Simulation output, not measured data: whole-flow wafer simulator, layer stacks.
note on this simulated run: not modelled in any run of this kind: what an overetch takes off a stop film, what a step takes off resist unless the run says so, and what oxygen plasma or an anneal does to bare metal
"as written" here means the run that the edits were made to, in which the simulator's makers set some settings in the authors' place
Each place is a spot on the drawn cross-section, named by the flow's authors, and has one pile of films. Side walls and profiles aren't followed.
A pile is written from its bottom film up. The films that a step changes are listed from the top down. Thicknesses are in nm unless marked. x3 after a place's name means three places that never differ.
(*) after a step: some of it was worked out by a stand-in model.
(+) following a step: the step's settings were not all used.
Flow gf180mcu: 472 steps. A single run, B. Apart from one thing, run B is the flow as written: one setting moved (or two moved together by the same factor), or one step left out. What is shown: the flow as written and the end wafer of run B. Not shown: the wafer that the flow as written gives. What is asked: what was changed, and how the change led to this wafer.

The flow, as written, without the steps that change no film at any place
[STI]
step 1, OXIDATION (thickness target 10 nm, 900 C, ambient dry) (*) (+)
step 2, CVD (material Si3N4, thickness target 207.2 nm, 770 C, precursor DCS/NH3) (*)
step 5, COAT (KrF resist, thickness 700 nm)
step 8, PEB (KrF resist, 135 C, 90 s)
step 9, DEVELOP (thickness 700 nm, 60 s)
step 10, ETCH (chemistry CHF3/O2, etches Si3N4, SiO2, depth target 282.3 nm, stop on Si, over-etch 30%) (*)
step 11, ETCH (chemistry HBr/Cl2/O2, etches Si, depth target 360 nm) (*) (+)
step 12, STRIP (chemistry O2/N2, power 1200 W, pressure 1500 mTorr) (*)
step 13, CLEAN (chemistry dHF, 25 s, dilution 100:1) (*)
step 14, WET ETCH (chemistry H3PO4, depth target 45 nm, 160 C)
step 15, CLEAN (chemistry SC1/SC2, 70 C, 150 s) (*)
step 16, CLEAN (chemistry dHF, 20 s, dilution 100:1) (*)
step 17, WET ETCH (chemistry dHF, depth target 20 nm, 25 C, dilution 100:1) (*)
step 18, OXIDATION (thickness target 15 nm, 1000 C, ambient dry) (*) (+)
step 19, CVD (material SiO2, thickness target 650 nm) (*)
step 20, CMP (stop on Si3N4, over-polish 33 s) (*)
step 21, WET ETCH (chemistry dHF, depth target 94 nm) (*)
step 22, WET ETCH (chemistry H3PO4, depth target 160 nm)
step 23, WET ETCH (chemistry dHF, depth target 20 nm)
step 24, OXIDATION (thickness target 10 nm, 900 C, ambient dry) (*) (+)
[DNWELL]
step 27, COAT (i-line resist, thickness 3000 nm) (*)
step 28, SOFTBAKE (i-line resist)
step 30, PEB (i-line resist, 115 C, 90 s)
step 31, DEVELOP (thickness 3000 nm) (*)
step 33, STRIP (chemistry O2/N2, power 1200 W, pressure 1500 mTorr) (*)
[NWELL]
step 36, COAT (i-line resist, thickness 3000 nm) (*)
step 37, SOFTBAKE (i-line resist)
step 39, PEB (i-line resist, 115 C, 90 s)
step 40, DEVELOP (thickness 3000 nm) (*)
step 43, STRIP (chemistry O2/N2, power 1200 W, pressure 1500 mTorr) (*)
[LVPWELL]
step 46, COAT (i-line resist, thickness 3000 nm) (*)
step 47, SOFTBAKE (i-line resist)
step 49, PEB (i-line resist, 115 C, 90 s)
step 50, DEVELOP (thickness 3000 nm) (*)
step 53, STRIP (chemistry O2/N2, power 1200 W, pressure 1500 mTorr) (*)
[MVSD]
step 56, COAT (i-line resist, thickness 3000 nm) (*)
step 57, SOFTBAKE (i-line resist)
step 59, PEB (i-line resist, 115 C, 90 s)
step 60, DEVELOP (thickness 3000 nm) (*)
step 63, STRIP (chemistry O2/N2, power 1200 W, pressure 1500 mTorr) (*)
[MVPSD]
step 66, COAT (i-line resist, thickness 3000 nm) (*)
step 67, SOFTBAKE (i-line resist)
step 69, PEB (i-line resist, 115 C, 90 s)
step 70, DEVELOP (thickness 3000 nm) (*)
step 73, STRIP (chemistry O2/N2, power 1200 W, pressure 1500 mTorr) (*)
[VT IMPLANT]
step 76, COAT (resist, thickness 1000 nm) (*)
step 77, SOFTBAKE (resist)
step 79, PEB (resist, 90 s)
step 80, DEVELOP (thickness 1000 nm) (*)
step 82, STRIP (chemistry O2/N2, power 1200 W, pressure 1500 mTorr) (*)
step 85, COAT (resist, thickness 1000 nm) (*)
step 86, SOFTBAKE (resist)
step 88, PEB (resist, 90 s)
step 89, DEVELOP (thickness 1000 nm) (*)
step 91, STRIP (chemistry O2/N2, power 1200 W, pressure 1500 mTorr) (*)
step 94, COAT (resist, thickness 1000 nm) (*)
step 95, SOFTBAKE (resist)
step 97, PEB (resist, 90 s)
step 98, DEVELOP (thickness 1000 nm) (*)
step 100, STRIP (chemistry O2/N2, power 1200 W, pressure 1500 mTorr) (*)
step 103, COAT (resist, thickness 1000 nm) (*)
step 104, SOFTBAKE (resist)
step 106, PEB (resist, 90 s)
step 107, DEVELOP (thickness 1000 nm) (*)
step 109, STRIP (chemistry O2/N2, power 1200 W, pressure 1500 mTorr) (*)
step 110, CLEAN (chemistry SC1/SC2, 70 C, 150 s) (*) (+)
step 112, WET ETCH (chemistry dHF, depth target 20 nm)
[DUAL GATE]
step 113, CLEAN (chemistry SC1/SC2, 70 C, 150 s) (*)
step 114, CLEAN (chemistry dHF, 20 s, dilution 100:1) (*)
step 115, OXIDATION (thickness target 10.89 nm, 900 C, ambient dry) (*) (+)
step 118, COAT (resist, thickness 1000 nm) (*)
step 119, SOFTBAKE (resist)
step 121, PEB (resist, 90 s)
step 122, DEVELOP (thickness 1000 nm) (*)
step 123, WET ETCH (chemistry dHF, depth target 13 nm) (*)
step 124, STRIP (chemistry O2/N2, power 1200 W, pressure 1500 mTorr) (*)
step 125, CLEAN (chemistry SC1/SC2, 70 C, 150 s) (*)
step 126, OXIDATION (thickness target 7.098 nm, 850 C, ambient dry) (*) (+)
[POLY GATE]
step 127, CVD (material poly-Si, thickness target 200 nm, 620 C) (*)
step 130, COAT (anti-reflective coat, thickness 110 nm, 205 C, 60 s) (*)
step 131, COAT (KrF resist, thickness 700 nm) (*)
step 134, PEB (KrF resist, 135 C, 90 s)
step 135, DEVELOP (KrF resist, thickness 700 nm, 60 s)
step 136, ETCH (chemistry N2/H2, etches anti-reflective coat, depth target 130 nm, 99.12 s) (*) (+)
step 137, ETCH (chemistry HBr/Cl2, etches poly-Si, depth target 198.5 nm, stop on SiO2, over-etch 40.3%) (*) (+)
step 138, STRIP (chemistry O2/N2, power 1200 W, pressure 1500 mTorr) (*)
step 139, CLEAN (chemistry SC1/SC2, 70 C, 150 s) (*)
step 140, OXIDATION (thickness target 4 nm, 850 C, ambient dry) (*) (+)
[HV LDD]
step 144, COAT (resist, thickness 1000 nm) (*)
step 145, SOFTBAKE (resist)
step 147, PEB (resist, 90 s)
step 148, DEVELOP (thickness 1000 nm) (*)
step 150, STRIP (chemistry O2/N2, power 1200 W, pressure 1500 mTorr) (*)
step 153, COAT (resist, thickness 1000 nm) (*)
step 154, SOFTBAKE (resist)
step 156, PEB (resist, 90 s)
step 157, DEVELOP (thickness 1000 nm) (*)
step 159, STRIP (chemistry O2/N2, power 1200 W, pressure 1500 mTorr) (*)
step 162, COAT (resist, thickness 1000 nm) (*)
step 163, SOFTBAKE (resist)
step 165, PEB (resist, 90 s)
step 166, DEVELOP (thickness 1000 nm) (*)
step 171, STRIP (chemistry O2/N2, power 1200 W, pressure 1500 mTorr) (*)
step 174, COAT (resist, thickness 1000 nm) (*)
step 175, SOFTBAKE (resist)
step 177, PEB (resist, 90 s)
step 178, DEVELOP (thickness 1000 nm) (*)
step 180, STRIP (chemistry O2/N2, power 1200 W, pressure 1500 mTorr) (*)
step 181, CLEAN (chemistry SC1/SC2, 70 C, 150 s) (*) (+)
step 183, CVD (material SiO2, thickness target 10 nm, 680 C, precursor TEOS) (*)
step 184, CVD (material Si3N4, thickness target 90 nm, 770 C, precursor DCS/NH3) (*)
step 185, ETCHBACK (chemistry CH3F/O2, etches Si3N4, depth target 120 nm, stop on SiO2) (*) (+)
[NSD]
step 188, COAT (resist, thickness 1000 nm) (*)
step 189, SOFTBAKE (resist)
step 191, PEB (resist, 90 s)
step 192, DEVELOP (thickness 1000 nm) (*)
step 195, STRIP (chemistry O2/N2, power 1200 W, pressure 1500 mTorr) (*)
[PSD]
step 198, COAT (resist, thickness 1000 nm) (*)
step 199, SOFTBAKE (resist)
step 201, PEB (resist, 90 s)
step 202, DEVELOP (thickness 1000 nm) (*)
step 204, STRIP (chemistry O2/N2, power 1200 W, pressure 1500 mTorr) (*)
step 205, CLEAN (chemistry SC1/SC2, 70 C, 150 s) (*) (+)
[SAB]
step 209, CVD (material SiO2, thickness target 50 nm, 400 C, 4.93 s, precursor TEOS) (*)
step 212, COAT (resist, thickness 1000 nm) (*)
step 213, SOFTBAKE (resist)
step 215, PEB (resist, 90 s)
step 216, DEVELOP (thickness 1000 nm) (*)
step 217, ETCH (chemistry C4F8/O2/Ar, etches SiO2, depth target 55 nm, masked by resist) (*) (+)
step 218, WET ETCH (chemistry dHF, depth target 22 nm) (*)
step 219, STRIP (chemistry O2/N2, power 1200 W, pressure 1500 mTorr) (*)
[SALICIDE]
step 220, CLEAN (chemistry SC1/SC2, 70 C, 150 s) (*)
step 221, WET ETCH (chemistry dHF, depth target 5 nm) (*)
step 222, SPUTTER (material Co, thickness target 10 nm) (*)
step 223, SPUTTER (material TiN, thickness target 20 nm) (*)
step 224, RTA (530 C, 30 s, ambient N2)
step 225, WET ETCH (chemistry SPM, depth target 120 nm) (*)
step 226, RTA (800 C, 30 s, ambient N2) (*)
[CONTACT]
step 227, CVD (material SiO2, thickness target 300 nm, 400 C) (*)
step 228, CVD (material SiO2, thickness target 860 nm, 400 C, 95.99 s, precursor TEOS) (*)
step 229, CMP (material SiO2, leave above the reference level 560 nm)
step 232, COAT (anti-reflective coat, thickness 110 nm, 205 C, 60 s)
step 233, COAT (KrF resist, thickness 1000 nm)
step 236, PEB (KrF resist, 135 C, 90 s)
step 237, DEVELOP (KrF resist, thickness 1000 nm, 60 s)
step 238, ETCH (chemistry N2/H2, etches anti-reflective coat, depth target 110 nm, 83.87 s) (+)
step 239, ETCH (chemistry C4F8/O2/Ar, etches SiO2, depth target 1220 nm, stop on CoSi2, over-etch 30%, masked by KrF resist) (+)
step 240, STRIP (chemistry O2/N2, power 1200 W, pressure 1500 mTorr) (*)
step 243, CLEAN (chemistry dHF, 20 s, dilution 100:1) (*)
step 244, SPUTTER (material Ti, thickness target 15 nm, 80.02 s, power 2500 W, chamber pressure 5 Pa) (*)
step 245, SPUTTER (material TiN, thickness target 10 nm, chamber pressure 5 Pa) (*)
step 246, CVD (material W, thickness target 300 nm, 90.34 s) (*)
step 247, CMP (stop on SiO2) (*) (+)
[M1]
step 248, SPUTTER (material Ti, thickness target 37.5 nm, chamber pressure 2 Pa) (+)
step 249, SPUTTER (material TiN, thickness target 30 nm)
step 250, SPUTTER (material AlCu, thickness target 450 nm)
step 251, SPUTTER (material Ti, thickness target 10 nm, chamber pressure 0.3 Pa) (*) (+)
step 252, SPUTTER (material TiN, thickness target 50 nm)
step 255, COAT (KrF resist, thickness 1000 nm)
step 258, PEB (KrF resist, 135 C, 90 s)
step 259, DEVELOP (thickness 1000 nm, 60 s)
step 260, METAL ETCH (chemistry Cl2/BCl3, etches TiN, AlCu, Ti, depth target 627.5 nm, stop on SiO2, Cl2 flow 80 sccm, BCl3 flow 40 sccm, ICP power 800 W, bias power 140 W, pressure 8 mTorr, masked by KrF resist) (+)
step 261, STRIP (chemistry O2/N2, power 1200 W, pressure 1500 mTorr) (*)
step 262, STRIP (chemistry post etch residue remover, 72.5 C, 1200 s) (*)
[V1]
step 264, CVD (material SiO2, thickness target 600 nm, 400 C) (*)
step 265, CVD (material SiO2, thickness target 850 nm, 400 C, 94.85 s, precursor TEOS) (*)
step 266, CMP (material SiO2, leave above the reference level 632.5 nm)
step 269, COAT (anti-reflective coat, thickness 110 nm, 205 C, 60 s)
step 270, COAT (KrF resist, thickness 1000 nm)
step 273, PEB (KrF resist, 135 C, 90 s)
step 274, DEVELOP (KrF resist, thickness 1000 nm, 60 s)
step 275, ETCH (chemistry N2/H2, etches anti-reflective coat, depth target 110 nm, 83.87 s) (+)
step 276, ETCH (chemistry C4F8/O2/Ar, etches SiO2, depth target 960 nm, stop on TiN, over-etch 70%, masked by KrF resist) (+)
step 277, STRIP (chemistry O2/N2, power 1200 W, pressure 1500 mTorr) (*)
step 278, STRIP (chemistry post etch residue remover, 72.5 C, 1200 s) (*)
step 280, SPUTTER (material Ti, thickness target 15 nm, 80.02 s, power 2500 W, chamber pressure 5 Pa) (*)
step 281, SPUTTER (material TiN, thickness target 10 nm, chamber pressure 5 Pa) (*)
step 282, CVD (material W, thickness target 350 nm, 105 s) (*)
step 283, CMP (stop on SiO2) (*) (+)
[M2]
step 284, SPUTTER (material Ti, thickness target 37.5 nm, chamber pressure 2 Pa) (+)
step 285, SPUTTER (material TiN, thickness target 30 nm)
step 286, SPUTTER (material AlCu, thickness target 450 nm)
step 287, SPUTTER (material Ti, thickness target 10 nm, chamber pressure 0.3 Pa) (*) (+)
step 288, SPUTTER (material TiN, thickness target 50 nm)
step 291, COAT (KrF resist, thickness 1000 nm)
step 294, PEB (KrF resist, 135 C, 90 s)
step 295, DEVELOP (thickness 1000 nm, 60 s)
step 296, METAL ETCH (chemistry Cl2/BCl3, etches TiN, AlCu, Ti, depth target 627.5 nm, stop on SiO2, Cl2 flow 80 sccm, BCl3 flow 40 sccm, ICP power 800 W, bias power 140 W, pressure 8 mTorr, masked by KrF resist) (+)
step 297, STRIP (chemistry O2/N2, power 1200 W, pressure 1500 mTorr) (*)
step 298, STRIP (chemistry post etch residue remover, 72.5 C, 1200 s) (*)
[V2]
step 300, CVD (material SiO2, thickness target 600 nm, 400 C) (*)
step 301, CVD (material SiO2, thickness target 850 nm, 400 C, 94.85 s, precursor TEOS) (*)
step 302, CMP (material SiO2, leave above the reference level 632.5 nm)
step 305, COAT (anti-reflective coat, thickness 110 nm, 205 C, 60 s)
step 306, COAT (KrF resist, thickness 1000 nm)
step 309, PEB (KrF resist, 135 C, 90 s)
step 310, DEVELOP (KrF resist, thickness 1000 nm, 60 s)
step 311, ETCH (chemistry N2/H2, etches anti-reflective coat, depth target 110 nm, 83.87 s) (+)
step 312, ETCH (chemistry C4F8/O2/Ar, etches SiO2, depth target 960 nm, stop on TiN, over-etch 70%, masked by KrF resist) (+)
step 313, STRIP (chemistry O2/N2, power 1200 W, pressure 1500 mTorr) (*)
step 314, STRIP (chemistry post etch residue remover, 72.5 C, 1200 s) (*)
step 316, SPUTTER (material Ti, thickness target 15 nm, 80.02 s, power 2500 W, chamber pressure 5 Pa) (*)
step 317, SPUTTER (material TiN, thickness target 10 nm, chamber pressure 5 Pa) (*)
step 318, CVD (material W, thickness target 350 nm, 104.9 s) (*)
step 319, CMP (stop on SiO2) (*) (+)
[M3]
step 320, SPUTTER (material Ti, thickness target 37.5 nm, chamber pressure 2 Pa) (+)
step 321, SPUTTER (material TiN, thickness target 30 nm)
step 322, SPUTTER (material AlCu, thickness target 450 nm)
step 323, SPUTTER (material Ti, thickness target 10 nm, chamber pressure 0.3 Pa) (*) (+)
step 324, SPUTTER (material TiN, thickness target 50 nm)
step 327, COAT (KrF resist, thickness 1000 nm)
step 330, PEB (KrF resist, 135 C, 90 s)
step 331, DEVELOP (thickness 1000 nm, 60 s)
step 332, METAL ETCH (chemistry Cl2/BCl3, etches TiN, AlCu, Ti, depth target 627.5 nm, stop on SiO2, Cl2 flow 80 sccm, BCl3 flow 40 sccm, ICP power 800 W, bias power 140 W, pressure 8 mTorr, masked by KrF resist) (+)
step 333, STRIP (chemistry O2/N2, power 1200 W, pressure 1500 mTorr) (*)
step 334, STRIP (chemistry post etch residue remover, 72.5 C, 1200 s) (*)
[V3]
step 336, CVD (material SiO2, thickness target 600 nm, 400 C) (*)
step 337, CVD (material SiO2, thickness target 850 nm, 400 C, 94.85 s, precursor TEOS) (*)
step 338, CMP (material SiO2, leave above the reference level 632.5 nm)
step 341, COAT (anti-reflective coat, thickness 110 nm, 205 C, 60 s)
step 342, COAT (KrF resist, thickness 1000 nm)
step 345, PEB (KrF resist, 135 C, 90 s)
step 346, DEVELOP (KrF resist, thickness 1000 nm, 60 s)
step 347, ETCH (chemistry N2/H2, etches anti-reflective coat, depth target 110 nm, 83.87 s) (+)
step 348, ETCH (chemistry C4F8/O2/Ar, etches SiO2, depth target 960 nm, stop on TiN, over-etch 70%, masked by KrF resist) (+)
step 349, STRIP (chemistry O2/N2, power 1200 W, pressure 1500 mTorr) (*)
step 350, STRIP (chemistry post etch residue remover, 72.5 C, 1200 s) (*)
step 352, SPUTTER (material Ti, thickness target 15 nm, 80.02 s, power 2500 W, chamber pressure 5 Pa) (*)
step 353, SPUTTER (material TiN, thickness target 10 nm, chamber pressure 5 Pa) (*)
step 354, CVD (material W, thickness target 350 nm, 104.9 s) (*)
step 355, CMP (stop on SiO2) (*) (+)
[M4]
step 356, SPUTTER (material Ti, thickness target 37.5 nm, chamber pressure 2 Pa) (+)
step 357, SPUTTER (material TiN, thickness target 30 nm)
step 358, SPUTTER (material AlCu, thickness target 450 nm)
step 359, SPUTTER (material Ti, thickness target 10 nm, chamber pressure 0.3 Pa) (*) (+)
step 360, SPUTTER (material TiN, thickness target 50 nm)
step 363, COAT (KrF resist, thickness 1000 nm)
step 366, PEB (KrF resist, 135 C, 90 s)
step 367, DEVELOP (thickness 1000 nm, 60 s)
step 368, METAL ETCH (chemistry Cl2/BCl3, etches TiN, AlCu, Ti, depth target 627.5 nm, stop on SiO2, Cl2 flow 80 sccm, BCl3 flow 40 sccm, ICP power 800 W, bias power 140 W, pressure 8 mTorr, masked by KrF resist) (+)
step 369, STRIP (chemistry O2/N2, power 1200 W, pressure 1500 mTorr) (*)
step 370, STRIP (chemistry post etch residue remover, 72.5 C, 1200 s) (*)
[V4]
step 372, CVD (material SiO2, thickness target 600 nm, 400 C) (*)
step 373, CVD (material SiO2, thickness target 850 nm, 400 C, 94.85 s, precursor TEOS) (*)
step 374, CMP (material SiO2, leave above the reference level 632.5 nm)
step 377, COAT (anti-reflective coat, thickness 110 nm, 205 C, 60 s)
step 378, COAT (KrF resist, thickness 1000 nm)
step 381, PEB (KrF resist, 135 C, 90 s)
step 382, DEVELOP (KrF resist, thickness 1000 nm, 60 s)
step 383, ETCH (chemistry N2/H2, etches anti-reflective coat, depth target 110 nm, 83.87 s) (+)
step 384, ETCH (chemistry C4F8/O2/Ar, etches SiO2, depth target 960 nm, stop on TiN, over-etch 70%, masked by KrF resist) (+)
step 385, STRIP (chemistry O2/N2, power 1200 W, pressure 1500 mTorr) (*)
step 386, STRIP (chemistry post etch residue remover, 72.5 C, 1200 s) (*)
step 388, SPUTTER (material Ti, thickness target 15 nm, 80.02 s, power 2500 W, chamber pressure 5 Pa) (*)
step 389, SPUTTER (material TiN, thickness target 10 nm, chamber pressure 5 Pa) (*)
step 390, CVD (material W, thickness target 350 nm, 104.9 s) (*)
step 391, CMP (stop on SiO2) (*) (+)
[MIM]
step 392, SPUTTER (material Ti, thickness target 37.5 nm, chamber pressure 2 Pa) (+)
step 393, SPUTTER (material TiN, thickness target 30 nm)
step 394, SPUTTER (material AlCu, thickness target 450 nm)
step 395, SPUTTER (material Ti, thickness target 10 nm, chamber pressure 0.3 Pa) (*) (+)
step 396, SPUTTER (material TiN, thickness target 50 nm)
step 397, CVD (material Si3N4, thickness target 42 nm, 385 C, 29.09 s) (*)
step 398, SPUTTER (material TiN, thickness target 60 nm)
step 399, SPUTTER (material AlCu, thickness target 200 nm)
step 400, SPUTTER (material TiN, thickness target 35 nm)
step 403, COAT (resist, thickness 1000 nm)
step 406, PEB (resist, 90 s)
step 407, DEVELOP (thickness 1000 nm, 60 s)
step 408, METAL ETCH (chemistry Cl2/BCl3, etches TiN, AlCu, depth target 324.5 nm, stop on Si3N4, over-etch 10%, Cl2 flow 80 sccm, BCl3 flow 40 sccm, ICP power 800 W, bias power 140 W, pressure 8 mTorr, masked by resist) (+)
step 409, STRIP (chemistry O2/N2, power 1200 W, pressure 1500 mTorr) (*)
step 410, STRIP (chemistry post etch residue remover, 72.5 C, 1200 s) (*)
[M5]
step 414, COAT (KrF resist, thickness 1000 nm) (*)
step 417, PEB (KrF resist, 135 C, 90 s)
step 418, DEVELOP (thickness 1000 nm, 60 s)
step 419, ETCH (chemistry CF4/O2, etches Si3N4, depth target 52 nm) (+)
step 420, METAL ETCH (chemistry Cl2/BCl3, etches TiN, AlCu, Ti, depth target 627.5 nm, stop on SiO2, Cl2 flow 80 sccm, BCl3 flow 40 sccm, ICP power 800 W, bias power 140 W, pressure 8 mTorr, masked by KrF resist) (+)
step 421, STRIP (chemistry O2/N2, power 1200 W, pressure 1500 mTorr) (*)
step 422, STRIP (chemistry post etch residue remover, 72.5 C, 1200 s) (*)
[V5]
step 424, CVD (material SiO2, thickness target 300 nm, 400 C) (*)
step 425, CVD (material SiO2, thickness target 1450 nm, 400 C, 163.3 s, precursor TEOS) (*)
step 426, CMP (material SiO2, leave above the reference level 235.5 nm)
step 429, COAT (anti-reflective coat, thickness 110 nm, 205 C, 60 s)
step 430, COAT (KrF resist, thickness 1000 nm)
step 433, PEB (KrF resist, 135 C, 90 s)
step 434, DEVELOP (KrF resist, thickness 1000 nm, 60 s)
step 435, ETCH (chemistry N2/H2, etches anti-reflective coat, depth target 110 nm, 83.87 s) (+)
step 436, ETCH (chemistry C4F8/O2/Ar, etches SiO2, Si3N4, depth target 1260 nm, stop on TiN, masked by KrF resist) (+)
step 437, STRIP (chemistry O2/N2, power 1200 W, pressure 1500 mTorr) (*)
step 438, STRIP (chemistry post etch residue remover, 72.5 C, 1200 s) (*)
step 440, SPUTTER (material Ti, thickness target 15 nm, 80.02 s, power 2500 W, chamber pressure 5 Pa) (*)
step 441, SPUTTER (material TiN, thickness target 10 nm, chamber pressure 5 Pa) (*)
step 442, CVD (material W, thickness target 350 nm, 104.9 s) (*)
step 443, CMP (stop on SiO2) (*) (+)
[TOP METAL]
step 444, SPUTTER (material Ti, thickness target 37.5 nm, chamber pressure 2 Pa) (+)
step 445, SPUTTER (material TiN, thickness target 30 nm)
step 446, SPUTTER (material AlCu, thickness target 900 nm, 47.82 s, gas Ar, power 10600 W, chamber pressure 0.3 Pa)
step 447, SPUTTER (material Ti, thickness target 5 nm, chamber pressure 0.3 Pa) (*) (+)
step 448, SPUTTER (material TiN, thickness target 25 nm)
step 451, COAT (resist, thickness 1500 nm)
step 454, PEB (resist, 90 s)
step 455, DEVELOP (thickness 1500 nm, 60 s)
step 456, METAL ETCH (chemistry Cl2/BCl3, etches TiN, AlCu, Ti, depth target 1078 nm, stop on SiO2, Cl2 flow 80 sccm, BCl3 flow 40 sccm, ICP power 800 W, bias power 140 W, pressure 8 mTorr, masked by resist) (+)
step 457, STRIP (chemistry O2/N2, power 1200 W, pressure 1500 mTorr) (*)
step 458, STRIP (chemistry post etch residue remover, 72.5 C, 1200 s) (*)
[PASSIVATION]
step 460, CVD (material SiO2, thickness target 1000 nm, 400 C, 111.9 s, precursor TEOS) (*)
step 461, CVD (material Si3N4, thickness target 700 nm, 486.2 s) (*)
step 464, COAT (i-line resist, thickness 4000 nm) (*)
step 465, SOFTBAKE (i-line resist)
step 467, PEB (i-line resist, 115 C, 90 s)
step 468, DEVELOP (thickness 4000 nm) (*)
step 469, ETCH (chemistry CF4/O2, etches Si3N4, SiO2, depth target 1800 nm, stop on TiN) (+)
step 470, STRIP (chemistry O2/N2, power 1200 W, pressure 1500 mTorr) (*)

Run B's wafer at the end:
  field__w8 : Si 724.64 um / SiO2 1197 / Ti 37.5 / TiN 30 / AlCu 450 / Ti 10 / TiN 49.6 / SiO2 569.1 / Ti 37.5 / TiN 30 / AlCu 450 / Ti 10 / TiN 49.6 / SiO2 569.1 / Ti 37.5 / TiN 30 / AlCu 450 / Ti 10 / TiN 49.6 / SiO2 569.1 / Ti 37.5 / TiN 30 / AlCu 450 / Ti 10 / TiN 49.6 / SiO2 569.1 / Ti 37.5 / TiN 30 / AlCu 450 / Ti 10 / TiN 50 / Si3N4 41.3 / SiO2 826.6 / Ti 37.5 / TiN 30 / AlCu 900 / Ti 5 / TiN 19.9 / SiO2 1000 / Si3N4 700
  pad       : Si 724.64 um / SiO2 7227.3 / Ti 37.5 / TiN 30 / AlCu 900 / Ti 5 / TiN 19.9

The reason: step 448, SPUTTER: thickness target 20.31 nm was run, whereas the flow has thickness target 25 nm.

How this came from the change, step by step:
  step 448, SPUTTER (material TiN, thickness target 25 nm)
      field, field__w1, field__w2 and 109 more: +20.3 TiN (new film) (in the flow as written it would be: +25 TiN (new film))
  step 456, METAL ETCH (chemistry Cl2/BCl3, etches TiN, AlCu, Ti, depth target 1078 nm, stop on SiO2, Cl2 flow 80 sccm, BCl3 flow 40 sccm, ICP power 800 W, bias power 140 W, pressure 8 mTorr, masked by resist) (+)
      field, field__w1, field__w2 and 103 more: -20.3 TiN (all of it), -5 Ti (all of it), -900 AlCu (all of it), -30 TiN (all of it), -37.5 Ti (all of it) (in the flow as written it would be: -25 TiN (all of it), -5 Ti (all of it), -900 AlCu (all of it), -30 TiN (all of it), -37.5 Ti (all of it))
